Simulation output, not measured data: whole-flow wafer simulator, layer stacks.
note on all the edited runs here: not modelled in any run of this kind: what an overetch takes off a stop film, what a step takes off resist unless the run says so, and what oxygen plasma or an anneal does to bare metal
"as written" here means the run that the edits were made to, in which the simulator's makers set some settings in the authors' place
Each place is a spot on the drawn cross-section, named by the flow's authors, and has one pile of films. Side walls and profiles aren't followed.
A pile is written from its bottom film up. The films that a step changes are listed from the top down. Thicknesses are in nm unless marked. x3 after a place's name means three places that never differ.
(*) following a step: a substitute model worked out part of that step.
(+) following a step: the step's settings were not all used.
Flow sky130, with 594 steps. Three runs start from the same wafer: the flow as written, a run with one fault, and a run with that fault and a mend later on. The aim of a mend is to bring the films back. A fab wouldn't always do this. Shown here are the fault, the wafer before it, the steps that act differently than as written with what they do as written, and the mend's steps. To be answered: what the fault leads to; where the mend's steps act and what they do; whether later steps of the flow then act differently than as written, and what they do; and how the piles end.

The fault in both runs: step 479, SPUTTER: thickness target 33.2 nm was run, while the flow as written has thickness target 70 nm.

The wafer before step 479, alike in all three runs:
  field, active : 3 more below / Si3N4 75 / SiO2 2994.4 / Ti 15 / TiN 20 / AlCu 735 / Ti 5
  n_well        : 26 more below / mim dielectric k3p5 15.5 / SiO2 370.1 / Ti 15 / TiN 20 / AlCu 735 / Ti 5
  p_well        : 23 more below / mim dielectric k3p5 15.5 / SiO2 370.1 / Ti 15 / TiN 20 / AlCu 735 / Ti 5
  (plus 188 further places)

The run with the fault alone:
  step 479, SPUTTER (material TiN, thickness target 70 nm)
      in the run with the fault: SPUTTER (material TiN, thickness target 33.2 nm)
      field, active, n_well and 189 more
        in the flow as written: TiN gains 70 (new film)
        in the run with the fault: TiN gains 33.2 (new film)
  Steps further on in the flow that do not act as written (13 other steps are not shown; they differ only slightly, by no more than 2% or 0.5 nm, whichever is larger):
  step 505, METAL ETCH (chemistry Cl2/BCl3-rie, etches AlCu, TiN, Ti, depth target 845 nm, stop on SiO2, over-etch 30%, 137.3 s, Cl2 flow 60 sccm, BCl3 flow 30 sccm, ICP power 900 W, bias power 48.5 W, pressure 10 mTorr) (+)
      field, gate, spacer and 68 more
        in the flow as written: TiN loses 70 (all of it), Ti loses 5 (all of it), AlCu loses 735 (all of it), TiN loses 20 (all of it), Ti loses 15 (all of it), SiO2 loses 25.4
        in the run with the fault: TiN loses 33.2 (all of it), Ti loses 5 (all of it), AlCu loses 735 (all of it), TiN loses 20 (all of it), Ti loses 15 (all of it), SiO2 loses 29
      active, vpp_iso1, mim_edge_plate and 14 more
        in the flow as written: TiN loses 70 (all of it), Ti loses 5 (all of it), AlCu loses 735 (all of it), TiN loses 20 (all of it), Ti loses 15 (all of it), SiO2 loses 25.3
        in the run with the fault: TiN loses 33.2 (all of it), Ti loses 5 (all of it), AlCu loses 735 (all of it), TiN loses 20 (all of it), Ti loses 15 (all of it), SiO2 loses 29
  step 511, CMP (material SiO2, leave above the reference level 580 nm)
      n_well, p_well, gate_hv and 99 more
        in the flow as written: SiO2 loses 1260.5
        in the run with the fault: SiO2 loses 1223.7
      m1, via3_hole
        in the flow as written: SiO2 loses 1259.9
        in the run with the fault: SiO2 loses 1223.1
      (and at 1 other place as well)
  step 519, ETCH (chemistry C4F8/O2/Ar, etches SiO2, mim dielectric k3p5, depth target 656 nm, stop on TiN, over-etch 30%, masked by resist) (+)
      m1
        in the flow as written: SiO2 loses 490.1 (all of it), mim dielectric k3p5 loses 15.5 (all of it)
        in the run with the fault: SiO2 loses 526.9 (all of it), mim dielectric k3p5 loses 15.5 (all of it)
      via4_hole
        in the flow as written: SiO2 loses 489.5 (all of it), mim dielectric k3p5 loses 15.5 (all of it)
        in the run with the fault: SiO2 loses 526.3 (all of it), mim dielectric k3p5 loses 15.5 (all of it)
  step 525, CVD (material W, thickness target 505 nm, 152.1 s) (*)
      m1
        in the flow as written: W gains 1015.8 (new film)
        in the run with the fault: W gains 1052.8 (new film)
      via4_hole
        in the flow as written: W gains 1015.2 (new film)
        in the run with the fault: W gains 1052.2 (new film)
  By the end, the piles at n_well, p_well, gate_hv and 102 more depart from the flow's by more than 2% or 0.5 nm, whichever is larger.
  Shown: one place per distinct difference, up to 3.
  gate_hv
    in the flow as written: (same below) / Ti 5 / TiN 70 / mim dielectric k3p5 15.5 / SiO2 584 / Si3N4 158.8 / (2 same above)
    in the run with the fault: (same below) / Ti 5 / TiN 33.2 / mim dielectric k3p5 15.5 / SiO2 620.8 / Si3N4 158.8 / (2 same above)
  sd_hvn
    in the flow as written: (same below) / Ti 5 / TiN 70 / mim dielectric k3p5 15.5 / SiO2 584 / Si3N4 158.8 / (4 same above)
    in the run with the fault: (same below) / Ti 5 / TiN 33.2 / mim dielectric k3p5 15.5 / SiO2 620.8 / Si3N4 158.8 / (4 same above)
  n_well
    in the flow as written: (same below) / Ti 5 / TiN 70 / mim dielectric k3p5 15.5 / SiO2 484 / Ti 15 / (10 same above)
    in the run with the fault: (same below) / Ti 5 / TiN 33.2 / mim dielectric k3p5 15.5 / SiO2 520.8 / Ti 15 / (10 same above)

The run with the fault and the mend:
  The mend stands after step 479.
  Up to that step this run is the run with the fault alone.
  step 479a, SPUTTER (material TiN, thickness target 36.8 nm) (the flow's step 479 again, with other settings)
      field, active, n_well and 189 more
        TiN gains 36.8
  None of the later steps of the flow acts differently than as written at any place that is followed.
  At every place that both follow, the piles at the end match the flow's.
